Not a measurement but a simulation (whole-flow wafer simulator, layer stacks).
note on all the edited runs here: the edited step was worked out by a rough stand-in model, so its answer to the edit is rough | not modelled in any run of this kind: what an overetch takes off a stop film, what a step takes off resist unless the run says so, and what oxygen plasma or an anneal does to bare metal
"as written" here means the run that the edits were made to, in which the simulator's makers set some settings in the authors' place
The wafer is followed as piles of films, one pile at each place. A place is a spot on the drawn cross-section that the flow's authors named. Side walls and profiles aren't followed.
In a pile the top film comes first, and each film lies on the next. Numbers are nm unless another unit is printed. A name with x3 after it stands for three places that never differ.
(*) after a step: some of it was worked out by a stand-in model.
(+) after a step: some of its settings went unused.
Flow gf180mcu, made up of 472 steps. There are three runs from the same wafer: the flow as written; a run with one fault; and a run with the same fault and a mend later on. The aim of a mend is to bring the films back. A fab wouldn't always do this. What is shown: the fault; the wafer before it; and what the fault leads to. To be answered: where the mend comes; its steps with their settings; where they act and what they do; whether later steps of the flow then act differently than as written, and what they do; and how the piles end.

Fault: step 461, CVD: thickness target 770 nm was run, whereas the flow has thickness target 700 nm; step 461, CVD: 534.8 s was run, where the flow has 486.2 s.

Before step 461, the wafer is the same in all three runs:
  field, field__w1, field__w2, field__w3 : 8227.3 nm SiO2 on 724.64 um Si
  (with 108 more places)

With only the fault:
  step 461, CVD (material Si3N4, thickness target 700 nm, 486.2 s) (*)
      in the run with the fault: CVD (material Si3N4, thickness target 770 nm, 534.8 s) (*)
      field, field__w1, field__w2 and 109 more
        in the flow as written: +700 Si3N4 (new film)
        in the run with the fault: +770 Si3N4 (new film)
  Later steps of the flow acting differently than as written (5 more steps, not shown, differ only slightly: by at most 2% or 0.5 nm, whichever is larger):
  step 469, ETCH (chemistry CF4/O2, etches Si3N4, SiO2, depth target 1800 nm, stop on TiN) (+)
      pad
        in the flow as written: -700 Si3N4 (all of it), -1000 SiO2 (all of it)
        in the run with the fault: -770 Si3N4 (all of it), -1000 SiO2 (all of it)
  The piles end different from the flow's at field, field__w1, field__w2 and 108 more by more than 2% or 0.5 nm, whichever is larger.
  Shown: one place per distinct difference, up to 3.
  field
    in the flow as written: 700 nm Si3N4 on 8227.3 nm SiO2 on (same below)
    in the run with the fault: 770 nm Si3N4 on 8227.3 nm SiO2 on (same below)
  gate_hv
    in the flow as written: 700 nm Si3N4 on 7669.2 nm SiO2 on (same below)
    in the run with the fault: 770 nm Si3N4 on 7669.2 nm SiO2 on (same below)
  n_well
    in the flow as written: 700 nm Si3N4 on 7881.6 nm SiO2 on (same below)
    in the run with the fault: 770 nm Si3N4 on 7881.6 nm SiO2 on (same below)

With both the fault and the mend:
  After step 468 comes the mend.
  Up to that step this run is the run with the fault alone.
  step 468a, STRIP (chemistry O2/N2, power 2160 W, pressure 1700 mTorr) (*)
      iso_ptap_pw, iso_ntap_nw, iso_nw_fld and 33 more
        -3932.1 i-line resist (all of it)
      p_well, sti, spacer, sd_n, mim_1p0, dice_street
        -3938.3 i-line resist (all of it)
      n_well, sd_p, nw_enc_fld_lv__w3
        -3977.8 i-line resist (all of it)
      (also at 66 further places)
  step 468b, WET ETCH (chemistry H3PO4, depth target 70 nm, 160 C) (a further turn of the flow's step 14, with different settings)
      field, field__w1, field__w2 and 109 more
        -70 Si3N4
  step 468c, HMDS (120 C, 60 s) (a further turn of the flow's step 463)
      leaves every film unchanged at each place that is followed
  step 468d, COAT (i-line resist, thickness 4000 nm) (*) (a further turn of the flow's step 464)
      iso_ptap_pw, iso_ntap_nw, iso_nw_fld and 33 more
        +4000 i-line resist (new film)
      field__w5, field__w9, field__w11, field__w13, sd_p_hv, gate_p_hv, nplus_u, npoly_u
        +4016.9 i-line resist (new film)
      p_well, sti, spacer, sd_n, mim_1p0, dice_street
        +4006.3 i-line resist (new film)
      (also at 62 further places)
  step 468e, SOFTBAKE (i-line resist) (a further turn of the flow's step 465)
      field__w11, field__w13, mim, ppoly_u
        +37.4 i-line resist
      field__w2, field_sub__w3, field_sub__w4
        +33.2 i-line resist
      ld_acc_p, ld_fp_p
        +33.6 i-line resist
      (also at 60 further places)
  step 468f, EXPOSE (photomask Pad) (a further turn of the flow's step 466)
      leaves every film unchanged at each place that is followed
  step 468g, PEB (i-line resist, 115 C, 93.9 s) (a further turn of the flow's step 467)
      iso_ptap_pw, iso_ntap_nw, iso_nw_fld and 33 more
        -67.9 i-line resist
      field, field__w2, field__w3 and 25 more
        -68.8 i-line resist
      field_sub, field_sub__w1, field_sub__w2 and 23 more
        -68.7 i-line resist
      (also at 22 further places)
  step 468h, DEVELOP (thickness 4000 nm) (*) (a further turn of the flow's step 468)
      field__w1, field__w2, field__w3 and 16 more
        -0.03 i-line resist
      pad
        -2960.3 i-line resist (all of it)
  Every later step of the flow that is run acts as written, at every place that is followed, to within 2% or 0.5 nm, whichever is larger.
  The piles end the same as the flow's at every place that both follow.
